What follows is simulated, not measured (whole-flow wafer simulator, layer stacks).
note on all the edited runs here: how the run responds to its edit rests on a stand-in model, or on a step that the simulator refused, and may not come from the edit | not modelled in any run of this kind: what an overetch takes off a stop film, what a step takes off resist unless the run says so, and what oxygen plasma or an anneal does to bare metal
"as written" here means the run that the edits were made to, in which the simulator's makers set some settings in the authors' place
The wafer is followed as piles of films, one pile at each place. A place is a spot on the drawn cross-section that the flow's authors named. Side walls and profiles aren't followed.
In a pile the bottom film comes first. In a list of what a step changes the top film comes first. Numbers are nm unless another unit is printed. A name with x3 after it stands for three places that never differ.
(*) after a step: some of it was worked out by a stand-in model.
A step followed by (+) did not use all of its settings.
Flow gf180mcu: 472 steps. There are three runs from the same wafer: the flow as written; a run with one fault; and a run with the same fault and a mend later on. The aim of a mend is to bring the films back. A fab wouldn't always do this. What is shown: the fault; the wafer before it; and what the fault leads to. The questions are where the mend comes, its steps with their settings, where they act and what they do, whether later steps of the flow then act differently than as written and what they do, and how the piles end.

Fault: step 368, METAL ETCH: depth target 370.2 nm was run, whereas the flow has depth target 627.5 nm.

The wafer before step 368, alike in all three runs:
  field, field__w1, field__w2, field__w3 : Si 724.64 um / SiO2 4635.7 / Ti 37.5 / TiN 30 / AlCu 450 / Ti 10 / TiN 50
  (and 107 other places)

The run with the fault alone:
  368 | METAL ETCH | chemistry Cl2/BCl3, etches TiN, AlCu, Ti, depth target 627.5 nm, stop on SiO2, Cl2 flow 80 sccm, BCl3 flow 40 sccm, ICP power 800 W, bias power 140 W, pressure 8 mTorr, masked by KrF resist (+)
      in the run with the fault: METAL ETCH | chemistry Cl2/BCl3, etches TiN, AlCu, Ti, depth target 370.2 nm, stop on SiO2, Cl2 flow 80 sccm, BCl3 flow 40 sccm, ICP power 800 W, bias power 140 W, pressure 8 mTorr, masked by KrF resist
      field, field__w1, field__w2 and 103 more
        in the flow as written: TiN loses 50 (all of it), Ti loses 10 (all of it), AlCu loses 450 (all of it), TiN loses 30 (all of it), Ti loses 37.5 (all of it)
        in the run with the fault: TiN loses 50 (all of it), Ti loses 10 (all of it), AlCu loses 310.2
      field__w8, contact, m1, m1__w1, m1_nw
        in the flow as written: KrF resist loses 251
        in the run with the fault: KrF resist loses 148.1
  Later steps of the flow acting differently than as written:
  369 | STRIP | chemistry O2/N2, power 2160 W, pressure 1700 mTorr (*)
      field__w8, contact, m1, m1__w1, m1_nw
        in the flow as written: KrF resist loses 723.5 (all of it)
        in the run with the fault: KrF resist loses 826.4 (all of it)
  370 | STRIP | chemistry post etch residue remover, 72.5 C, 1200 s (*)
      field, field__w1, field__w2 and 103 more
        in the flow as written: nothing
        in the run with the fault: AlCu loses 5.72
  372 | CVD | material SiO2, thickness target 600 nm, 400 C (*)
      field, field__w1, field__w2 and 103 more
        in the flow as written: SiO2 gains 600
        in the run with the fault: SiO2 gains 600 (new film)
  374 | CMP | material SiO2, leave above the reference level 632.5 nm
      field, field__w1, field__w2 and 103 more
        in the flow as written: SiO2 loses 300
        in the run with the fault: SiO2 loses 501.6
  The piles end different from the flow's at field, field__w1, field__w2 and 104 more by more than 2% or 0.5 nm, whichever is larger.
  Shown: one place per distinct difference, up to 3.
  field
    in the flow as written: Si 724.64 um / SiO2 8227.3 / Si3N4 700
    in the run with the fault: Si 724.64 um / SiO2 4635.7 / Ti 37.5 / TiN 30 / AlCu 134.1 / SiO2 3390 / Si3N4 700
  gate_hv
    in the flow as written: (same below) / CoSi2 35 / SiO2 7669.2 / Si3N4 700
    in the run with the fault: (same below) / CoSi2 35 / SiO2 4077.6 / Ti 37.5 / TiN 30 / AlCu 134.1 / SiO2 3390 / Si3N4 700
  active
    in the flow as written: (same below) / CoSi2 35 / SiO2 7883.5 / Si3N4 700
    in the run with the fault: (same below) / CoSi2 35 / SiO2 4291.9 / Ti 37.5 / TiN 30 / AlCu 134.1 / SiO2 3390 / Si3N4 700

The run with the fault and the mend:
  After step 370 comes the mend.
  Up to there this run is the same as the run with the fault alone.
  370a | DEHYDRATE | 200 C, 60 s (the flow's step 361, run once more)
      leaves every film unchanged at each place that is followed
  370b | HMDS | 120 C, 60 s (the flow's step 362, run once more)
      leaves every film unchanged at each place that is followed
  370c | COAT | KrF resist, thickness 1000 nm (*) (the flow's step 363, run once more)
      iso_ptap_pw, iso_ntap_nw, iso_nw_fld and 33 more
        KrF resist gains 1000 (new film)
      field_sub, field_sub__w1, field_sub__w3 and 11 more
        KrF resist gains 1002.5 (new film)
      field__w5, field__w9, field_sub__w4 and 9 more
        KrF resist gains 1002.4 (new film)
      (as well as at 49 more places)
  370d | SOFTBAKE | KrF resist (the flow's step 364, run once more)
      leaves every film unchanged at each place that is followed
  370e | EXPOSE | photomask Metal4 (the flow's step 365, run once more)
      leaves every film unchanged at each place that is followed
  370f | PEB | KrF resist, 135 C, 90 s (the flow's step 366, run once more)
      field__w1, field__w2, field__w3 and 58 more
        KrF resist loses 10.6
      iso_ptap_pw, iso_ntap_nw, iso_nw_fld and 33 more
        KrF resist loses 10.5
      sd_p, nw_sep_fld, polyc_n
        KrF resist loses 10.7
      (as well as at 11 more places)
  370g | DEVELOP | thickness 1000 nm, 60 s (the flow's step 367, run once more)
      iso_ptap_pw, iso_ntap_nw, iso_nw_fld and 33 more
        KrF resist loses 989.5 (all of it)
      field_sub__w2, field_sub__w4, gate and 10 more
        KrF resist loses 991.8 (all of it)
      p_well, sti, spacer and 7 more
        KrF resist loses 992 (all of it)
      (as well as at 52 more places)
  370h | METAL ETCH | chemistry Cl2/BCl3, etches TiN, AlCu, Ti, depth target 257.3 nm, stop on SiO2, Cl2 flow 80 sccm, BCl3 flow 40 sccm, ICP power 800 W, bias power 140 W, pressure 8 mTorr, masked by KrF resist (+) (the flow's step 368, run once more with other settings)
      field, field__w1, field__w2 and 103 more
        AlCu loses 134.1 (all of it), TiN loses 30 (all of it), Ti loses 37.5 (all of it)
      field__w8, contact, m1, m1__w1, m1_nw
        KrF resist loses 102.9
  370i | STRIP | chemistry O2/N2, power 2160 W, pressure 1700 mTorr (*) (the flow's step 369, run once more)
      field__w8
        KrF resist loses 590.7 (all of it)
      contact
        KrF resist loses 588.8 (all of it)
      m1
        KrF resist loses 590.9 (all of it)
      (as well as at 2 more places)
  370j | STRIP | chemistry post etch residue remover, 72.5 C, 1200 s (*) (the flow's step 370, run once more)
      field__w8, contact, m1, m1__w1, m1_nw
        TiN loses 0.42
  Every later step of the flow that is run acts as written, at every place that is followed, to within 2% or 0.5 nm, whichever is larger.
  The piles end only slightly different from the flow's at the places that both follow, by no more than 2% or 0.5 nm, whichever is larger.
